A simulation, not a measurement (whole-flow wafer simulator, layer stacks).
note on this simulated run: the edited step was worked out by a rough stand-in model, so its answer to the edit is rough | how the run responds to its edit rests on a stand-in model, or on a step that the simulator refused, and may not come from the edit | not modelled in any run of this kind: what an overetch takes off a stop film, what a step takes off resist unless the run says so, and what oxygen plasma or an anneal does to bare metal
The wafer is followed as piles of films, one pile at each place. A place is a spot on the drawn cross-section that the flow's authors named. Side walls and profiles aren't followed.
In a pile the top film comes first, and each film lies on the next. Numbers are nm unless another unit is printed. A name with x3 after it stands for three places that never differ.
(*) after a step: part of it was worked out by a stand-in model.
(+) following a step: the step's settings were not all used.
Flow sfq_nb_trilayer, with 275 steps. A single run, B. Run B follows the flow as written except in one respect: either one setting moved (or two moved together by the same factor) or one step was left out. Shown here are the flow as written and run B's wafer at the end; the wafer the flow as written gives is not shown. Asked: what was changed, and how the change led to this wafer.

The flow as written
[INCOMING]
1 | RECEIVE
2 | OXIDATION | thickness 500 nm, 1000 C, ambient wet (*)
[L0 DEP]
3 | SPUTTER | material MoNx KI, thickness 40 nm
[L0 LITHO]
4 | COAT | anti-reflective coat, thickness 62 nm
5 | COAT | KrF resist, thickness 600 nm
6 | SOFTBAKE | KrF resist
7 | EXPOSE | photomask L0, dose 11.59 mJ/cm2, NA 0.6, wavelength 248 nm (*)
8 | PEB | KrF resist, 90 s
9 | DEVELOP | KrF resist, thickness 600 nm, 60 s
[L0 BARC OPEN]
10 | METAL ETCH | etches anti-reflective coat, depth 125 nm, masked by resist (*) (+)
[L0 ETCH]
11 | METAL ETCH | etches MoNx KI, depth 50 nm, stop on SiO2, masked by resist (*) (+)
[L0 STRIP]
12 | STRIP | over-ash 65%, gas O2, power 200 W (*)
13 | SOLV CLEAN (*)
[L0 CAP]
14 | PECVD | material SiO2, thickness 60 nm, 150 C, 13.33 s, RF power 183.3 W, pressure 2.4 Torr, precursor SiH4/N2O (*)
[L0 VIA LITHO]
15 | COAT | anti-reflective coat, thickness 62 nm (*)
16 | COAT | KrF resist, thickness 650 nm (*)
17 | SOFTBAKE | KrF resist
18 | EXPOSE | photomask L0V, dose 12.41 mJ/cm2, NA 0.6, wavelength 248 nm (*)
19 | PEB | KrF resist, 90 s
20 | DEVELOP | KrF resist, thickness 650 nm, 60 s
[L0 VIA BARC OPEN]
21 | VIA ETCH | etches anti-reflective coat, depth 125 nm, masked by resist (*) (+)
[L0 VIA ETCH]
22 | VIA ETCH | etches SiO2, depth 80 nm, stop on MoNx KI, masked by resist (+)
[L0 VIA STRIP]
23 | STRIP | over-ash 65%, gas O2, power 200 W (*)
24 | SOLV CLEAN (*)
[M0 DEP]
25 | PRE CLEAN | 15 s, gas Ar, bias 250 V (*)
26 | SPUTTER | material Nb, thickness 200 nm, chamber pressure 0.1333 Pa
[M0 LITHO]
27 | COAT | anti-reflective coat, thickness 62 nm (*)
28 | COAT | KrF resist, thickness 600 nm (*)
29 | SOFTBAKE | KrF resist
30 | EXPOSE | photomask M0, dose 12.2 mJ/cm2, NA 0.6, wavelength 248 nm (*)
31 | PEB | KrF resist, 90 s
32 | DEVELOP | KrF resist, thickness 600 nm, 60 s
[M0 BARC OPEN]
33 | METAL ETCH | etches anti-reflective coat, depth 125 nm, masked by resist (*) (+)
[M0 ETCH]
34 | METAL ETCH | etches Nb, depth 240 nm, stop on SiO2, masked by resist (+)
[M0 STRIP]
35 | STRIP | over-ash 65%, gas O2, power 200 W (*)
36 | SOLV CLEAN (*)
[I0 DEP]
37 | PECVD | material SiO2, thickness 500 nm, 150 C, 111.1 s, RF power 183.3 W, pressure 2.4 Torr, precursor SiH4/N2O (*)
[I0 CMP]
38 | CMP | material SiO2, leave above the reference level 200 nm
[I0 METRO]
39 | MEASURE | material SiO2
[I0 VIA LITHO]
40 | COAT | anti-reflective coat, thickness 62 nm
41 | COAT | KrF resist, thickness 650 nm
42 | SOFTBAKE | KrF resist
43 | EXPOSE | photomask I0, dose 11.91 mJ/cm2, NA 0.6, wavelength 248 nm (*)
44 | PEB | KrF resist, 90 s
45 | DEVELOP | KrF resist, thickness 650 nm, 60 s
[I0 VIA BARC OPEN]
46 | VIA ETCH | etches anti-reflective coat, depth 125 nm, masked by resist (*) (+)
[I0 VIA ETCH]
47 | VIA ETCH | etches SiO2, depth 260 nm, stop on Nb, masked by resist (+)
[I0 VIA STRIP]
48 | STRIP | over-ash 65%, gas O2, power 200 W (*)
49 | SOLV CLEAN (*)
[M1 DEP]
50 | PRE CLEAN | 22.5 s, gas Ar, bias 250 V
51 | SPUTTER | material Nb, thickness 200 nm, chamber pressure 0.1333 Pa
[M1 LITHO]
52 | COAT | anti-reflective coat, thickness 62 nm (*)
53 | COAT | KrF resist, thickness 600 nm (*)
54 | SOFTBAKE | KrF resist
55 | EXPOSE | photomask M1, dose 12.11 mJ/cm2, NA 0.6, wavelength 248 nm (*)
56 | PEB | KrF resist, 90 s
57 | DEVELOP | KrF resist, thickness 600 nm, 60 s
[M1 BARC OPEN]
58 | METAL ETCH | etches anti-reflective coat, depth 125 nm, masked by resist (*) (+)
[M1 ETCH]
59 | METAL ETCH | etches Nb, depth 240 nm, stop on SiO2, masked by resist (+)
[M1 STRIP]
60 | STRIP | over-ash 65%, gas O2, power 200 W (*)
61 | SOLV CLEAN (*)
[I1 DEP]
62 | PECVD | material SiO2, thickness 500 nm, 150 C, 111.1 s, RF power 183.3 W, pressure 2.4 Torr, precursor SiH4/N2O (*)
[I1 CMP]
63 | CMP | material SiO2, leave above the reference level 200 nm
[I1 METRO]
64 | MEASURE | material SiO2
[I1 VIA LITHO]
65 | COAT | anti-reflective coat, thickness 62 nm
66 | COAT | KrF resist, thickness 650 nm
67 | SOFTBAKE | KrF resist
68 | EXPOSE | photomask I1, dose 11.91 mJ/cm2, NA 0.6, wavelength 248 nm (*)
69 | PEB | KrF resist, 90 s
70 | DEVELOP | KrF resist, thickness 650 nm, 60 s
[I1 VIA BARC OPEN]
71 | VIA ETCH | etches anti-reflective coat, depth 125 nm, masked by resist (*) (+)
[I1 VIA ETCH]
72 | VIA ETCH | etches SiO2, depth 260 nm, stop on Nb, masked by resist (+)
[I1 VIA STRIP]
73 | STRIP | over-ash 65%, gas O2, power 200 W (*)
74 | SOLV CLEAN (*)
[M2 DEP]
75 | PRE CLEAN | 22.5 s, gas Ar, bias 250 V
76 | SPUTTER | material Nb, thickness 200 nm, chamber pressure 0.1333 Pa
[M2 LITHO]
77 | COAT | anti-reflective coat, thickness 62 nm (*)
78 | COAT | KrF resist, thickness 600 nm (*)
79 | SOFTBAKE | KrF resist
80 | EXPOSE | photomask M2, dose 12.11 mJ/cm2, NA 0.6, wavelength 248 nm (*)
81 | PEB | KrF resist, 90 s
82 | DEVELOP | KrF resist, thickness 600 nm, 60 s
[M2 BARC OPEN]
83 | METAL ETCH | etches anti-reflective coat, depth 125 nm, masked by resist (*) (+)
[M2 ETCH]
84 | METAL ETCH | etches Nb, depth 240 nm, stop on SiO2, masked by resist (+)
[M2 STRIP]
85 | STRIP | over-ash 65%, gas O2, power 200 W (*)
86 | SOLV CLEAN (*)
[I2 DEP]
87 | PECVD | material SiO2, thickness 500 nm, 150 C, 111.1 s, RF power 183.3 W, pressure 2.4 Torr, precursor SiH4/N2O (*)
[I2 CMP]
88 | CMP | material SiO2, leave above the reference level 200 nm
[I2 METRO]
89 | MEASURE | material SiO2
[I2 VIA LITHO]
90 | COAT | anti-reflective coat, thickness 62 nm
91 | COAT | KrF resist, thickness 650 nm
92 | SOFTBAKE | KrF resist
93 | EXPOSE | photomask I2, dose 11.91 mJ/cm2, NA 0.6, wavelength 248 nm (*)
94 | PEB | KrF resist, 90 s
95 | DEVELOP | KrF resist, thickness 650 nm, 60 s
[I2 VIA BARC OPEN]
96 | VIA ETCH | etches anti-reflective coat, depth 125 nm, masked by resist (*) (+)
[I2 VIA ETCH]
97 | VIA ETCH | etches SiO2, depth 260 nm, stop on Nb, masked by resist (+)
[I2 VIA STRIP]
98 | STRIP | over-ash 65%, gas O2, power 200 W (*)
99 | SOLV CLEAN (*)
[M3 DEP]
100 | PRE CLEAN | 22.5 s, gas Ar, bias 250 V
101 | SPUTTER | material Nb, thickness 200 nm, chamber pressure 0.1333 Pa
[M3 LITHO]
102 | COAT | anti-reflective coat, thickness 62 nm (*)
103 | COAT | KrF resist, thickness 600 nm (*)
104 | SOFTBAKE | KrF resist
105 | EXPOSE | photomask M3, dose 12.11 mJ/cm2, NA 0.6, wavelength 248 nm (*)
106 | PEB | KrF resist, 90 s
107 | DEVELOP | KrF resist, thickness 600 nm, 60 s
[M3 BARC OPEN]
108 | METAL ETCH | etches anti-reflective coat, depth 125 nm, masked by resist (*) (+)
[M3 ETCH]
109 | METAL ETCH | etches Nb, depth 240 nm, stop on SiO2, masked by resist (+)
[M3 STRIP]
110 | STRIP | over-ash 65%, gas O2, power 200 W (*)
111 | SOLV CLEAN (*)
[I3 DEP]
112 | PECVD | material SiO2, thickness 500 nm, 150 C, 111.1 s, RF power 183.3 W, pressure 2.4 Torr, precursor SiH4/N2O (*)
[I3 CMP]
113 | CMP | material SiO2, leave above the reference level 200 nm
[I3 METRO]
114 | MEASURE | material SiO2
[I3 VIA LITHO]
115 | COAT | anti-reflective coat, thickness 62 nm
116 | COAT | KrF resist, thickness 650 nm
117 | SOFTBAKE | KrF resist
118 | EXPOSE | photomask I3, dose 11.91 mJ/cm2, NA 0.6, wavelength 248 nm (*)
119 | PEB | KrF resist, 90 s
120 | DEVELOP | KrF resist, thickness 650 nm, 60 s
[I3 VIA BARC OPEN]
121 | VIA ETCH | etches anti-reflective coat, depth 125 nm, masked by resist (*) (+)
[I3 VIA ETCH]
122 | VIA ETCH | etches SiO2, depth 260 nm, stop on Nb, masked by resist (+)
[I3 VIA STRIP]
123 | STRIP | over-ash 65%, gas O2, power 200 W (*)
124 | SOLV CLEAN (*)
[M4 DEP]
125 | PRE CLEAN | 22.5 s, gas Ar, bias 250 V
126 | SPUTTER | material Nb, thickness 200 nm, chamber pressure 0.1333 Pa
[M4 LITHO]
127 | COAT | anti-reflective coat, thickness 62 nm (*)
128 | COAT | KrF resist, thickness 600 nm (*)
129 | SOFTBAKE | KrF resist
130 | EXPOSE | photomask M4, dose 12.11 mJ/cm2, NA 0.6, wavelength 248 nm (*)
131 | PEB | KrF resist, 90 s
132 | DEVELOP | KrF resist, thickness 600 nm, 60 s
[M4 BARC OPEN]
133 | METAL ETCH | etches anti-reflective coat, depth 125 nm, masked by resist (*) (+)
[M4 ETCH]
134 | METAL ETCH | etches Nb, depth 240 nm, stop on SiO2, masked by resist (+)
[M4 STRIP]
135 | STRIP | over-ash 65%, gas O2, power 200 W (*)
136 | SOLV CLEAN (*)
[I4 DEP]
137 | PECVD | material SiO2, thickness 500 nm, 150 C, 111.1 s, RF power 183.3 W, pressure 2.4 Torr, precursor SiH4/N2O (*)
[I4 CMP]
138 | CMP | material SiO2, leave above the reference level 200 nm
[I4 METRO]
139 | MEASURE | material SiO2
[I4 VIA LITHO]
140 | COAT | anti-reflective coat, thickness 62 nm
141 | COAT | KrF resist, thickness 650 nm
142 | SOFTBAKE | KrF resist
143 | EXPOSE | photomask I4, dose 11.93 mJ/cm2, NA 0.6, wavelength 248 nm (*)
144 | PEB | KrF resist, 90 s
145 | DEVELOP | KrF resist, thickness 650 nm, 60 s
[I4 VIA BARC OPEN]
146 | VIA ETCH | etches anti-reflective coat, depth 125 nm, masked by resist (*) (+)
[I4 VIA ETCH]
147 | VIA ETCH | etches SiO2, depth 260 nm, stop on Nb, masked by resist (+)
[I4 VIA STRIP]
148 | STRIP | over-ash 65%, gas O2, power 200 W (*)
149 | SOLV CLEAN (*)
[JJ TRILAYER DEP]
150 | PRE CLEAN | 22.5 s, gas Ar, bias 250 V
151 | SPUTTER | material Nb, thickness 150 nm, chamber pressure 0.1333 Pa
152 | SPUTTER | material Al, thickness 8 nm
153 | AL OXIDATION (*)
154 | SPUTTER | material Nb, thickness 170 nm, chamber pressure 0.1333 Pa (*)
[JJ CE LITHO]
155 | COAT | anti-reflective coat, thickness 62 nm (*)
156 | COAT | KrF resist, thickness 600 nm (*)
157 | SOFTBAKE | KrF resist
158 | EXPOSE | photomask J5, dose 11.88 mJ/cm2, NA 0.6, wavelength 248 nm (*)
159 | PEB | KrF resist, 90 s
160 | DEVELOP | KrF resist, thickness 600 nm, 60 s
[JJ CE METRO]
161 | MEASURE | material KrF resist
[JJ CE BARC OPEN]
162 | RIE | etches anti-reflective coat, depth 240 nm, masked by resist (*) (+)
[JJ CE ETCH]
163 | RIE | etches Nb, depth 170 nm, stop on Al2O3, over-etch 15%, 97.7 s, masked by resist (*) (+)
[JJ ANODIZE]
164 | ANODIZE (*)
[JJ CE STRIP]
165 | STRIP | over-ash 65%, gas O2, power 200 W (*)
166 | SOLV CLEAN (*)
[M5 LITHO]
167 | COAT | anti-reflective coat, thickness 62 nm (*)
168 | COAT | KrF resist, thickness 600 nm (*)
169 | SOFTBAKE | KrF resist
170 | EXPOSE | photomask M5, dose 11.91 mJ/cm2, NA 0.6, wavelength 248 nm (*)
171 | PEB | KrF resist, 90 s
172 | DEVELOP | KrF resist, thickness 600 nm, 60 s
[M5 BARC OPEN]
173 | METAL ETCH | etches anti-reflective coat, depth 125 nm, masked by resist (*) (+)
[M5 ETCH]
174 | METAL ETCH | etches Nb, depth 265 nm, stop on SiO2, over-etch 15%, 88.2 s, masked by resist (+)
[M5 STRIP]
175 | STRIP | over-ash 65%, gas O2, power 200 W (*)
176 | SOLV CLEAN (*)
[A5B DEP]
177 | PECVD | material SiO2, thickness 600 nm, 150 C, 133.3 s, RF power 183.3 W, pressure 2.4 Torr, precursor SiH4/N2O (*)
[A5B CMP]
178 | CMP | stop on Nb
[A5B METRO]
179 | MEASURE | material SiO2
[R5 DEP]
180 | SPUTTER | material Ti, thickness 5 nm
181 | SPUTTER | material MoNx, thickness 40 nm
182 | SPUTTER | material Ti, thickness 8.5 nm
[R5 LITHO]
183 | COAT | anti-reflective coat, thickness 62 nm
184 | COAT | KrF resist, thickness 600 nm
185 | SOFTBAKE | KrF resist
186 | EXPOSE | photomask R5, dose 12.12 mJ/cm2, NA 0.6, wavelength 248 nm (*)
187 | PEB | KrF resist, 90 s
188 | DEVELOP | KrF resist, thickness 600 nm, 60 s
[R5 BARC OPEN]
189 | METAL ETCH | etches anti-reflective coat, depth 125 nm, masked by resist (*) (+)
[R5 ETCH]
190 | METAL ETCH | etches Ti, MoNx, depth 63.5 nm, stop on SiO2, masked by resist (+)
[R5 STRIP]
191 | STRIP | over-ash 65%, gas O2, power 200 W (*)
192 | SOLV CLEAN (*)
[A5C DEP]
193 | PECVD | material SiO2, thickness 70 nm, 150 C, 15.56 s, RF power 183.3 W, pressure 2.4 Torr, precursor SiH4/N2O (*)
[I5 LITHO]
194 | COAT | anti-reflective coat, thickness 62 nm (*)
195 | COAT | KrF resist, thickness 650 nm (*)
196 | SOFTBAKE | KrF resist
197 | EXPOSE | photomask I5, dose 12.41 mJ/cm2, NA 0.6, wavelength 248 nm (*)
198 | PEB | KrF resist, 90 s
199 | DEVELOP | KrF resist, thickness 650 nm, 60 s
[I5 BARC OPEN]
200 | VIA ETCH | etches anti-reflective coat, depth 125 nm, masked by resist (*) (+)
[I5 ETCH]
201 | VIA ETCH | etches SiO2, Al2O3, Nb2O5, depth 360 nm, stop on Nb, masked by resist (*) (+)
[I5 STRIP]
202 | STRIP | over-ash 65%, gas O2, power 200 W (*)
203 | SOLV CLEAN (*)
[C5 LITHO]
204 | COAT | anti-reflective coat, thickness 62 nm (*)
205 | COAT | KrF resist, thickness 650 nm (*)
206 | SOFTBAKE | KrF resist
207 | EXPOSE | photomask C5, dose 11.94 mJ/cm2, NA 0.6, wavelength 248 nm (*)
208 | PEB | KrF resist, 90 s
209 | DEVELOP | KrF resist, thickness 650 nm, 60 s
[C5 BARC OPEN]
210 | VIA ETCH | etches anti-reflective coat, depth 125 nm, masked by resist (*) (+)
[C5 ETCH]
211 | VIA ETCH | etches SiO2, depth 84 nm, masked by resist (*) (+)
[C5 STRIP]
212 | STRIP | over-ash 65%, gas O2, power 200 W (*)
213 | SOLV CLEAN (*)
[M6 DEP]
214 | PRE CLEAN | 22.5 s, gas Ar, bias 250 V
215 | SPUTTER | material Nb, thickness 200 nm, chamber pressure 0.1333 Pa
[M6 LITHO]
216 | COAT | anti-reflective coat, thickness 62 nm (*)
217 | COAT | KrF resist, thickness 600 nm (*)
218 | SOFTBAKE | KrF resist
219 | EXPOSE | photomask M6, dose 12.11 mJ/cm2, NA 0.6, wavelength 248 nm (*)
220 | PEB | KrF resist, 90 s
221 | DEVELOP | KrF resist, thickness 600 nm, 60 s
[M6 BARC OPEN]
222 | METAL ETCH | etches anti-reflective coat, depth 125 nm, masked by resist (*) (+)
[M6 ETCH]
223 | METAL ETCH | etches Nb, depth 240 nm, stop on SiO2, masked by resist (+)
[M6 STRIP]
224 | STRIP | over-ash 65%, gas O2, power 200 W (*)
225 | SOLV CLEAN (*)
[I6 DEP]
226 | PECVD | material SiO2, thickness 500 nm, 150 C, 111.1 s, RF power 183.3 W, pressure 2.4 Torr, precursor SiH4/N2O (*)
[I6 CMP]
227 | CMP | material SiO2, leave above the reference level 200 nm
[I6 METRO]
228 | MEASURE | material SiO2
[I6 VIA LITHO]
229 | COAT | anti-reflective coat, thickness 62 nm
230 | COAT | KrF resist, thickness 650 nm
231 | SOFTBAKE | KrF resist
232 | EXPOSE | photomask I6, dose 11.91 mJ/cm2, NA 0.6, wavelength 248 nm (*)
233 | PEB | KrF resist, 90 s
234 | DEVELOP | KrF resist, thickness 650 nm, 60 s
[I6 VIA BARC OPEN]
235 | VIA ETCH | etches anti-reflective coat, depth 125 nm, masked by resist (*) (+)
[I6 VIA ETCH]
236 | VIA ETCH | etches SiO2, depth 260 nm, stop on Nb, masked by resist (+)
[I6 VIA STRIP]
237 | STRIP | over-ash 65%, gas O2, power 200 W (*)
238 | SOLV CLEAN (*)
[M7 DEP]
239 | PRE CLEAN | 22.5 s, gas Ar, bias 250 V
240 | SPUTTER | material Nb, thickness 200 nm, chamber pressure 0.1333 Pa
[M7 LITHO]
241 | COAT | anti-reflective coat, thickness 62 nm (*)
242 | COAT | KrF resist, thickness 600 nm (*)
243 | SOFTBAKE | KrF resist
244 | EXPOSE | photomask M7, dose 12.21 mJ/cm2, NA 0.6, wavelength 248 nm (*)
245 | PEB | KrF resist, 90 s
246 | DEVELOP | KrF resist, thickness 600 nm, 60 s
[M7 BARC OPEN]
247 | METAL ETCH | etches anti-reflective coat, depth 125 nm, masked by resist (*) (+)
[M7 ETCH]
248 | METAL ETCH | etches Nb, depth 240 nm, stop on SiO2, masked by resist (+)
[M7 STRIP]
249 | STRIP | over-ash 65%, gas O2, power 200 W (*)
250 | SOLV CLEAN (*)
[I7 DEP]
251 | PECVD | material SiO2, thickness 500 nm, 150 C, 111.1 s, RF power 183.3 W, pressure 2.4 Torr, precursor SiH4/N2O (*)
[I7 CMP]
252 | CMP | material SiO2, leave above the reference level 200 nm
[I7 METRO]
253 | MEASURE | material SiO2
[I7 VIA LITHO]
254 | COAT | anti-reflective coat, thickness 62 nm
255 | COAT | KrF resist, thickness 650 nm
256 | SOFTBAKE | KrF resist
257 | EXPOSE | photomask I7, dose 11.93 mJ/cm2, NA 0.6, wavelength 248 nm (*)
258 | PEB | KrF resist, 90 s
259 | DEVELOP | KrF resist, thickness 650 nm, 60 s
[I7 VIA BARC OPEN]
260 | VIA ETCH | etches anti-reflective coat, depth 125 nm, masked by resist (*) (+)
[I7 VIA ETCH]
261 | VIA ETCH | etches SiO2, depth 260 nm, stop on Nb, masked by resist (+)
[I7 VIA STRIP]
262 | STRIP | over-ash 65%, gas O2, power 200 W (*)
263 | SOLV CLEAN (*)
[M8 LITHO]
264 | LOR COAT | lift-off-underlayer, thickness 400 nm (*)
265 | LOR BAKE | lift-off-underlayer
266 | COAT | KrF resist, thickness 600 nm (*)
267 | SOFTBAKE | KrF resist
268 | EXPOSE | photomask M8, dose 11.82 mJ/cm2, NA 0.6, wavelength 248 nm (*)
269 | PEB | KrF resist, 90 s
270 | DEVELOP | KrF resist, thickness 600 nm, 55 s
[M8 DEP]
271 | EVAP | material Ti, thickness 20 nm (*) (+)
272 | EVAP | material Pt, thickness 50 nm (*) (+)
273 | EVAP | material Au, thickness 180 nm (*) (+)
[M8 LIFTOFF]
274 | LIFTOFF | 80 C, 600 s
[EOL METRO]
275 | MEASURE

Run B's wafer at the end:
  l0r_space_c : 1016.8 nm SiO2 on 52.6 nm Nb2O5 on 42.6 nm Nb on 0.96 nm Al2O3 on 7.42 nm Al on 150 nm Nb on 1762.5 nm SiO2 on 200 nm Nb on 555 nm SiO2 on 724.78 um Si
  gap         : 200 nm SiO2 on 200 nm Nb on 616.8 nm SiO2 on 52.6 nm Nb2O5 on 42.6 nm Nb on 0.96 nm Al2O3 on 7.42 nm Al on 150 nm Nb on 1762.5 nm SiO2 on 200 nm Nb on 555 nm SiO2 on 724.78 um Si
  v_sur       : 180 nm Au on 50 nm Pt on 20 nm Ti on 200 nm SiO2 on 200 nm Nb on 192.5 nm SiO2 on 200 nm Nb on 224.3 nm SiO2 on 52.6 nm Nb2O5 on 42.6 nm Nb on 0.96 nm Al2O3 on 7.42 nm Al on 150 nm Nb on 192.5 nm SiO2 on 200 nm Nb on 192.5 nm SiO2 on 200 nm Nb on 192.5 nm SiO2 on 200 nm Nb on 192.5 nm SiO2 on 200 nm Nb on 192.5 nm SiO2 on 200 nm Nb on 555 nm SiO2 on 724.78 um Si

What caused this: step 154, SPUTTER: thickness 257 nm was run, though the flow has thickness 170 nm.

The path from the change to this, step by step:
  154 | SPUTTER | material Nb, thickness 170 nm, chamber pressure 0.1333 Pa (*)
      field_l, v_sur, via_sp and 100 more: Nb gains 257 (new film) (in the flow as written it would be: Nb gains 170 (new film))
      via_wl, via_wr: Nb gains 213.5 (new film) (in the flow as written it would be: Nb gains 140.7 (new film))
      (also at 1 further place)
  155 | COAT | anti-reflective coat, thickness 62 nm (*)
      via_wl, via_wr: anti-reflective coat gains 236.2 (new film) (in the flow as written it would be: anti-reflective coat gains 209.4 (new film))
      via_w: anti-reflective coat gains 106.4 (new film) (in the flow as written it would be: anti-reflective coat gains 97.4 (new film))
  162 | RIE | etches anti-reflective coat, depth 240 nm, masked by resist (*) (+)
      ce_l, c5j, ce_r, wl_jj: KrF resist loses 236.2 (in the flow as written it would be: KrF resist loses 209.4)
      via_wl, via_wr: anti-reflective coat loses 236.2 (all of it) (in the flow as written it would be: anti-reflective coat loses 209.4 (all of it))
      (also at 1 further place)
  163 | RIE | etches Nb, depth 170 nm, stop on Al2O3, over-etch 15%, 97.7 s, masked by resist (*) (+)
      field_l, v_sur, via_sp and 96 more: Nb loses 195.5 (in the flow as written it would be: Nb loses 170 (all of it), Al2O3 loses 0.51)
      via_wl, via_wr: Nb loses 195.5 (in the flow as written it would be: Nb loses 140.7 (all of it), Al2O3 loses 0.96 (all of it))
      (also at 1 further place)
  164 | ANODIZE (*)
      field_l, v_sur, via_sp and 96 more: Nb2O5 gains 52.6 (new film), Nb loses 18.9 (in the flow as written it would be: Al2O3 gains 12.2, Nb2O5 gains 29.9 (new film), Al loses 7.42 (all of it), Nb loses 10.8)
      via_wl, via_wr: Nb2O5 gains 52.6 (new film), Nb loses 18 (all of it) (in the flow as written it would be: Al2O3 gains 7.52 (new film), Nb2O5 gains 39.2 (new film), Al loses 4.56 (all of it), Nb loses 14.1)
      (also at 1 further place)
  165 | STRIP | over-ash 65%, gas O2, power 200 W (*)
      ce_l: KrF resist loses 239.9 (all of it), anti-reflective coat loses 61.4 (all of it) (in the flow as written it would be: KrF resist loses 266.8 (all of it), anti-reflective coat loses 61.4 (all of it))
      c5j: KrF resist loses 240 (all of it), anti-reflective coat loses 61.5 (all of it) (in the flow as written it would be: KrF resist loses 266.9 (all of it), anti-reflective coat loses 61.5 (all of it))
      (also at 2 further places)
  167 | COAT | anti-reflective coat, thickness 62 nm (*)
      wl_j_sl, wl_j_sr: anti-reflective coat gains 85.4 (new film) (in the flow as written it would be: anti-reflective coat gains 83.3 (new film))
      via_wl: anti-reflective coat gains 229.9 (new film) (in the flow as written it would be: anti-reflective coat gains 170.5 (new film))
      (also at 8 further places)
  168 | COAT | KrF resist, thickness 600 nm (*)
      via_wl: KrF resist gains 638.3 (new film) (in the flow as written it would be: KrF resist gains 656 (new film))
      via_w: KrF resist gains 754.4 (new film) (in the flow as written it would be: KrF resist gains 732.6 (new film))
      (also at 1 further place)
  174 | METAL ETCH | etches Nb, depth 265 nm, stop on SiO2, over-etch 15%, 88.2 s, masked by resist (+)
      field_l, r_sur, res and 50 more: Nb2O5 loses 52.6 (all of it), Nb loses 42.6 (all of it), Al2O3 loses 0.96 (all of it), Al loses 7.42 (all of it), Nb loses 150 (all of it) (in the flow as written it would be: Al2O3 loses 12.6 (all of it), Nb2O5 loses 29.9 (all of it), Nb loses 139.2 (all of it), SiO2 loses 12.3)
  175 | STRIP | over-ash 65%, gas O2, power 200 W (*)
      via_wl: KrF resist loses 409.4 (all of it), anti-reflective coat loses 229.9 (all of it) (in the flow as written it would be: KrF resist loses 427 (all of it), anti-reflective coat loses 170.5 (all of it))
      via_w: KrF resist loses 525.2 (all of it), anti-reflective coat loses 100 (all of it) (in the flow as written it would be: KrF resist loses 503.5 (all of it), anti-reflective coat loses 84.1 (all of it))
      (also at 9 further places)
  177 | PECVD | material SiO2, thickness 600 nm, 150 C, 133.3 s, RF power 183.3 W, pressure 2.4 Torr, precursor SiH4/N2O (*)
      via_wl, via_wr: SiO2 gains 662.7 (new film) (in the flow as written it would be: SiO2 gains 600 (new film))
      via_w: SiO2 gains 660.7 (new film) (in the flow as written it would be: SiO2 gains 600 (new film))
  178 | CMP | stop on Nb
      v_sur, via_sp, via_v and 43 more: SiO2 loses 438.2 (in the flow as written it would be: SiO2 loses 453.5)
      field_l, p4_fl x3, p4_w1 x9 and 29 more: SiO2 loses 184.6 (in the flow as written it would be: SiO2 loses 259.3)
      (also at 11 further places)
  201 | VIA ETCH | etches SiO2, Al2O3, Nb2O5, depth 360 nm, stop on Nb, masked by resist (*) (+)
      be: SiO2 loses 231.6 (all of it), Nb2O5 loses 52.6 (all of it) (in the flow as written it would be: SiO2 loses 216.4 (all of it), Al2O3 loses 12.7 (all of it), Nb2O5 loses 29.9 (all of it))
  204 | COAT | anti-reflective coat, thickness 62 nm (*)
      be: anti-reflective coat gains 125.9 (new film) (in the flow as written it would be: anti-reflective coat gains 122.2 (new film))
  205 | COAT | KrF resist, thickness 650 nm (*)
      be: KrF resist gains 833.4 (new film) (in the flow as written it would be: KrF resist gains 815.3 (new film))
  212 | STRIP | over-ash 65%, gas O2, power 200 W (*)
      be: KrF resist loses 746.2 (all of it), anti-reflective coat loses 125.9 (all of it) (in the flow as written it would be: KrF resist loses 728.2 (all of it), anti-reflective coat loses 122.2 (all of it))
  ... 4 further steps ...
  226 | PECVD | material SiO2, thickness 500 nm, 150 C, 111.1 s, RF power 183.3 W, pressure 2.4 Torr, precursor SiH4/N2O (*)
      be: SiO2 gains 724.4 (new film) (in the flow as written it would be: SiO2 gains 693.5 (new film))
Taking metal films that touch as one body, l0r_space_c has 3 bodies (between them, from the top down: Al2O3 0.96; SiO2 1762.5); the flow as written gives 2 bodies (between them, from the top down: SiO2 1762.5).
Taking metal films that touch as one body, gap has 4 bodies (between them, from the top down: SiO2 616.8 / Nb2O5 52.6; Al2O3 0.96; SiO2 1762.5); the flow as written gives 3 bodies (between them, from the top down: SiO2 601.5 / Al2O3 12.7 / Nb2O5 29.9; SiO2 1762.5).
Taking metal films that touch as one body, v_sur has 10 bodies (between them, from the top down: SiO2 200; SiO2 192.5; SiO2 224.3 / Nb2O5 52.6; Al2O3 0.96; SiO2 192.5; SiO2 192.5; SiO2 192.5; SiO2 192.5; SiO2 192.5); the flow as written gives 9 bodies (between them, from the top down: SiO2 200; SiO2 192.5; SiO2 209 / Al2O3 12.7 / Nb2O5 29.9; SiO2 192.5; SiO2 192.5; SiO2 192.5; SiO2 192.5; SiO2 192.5).
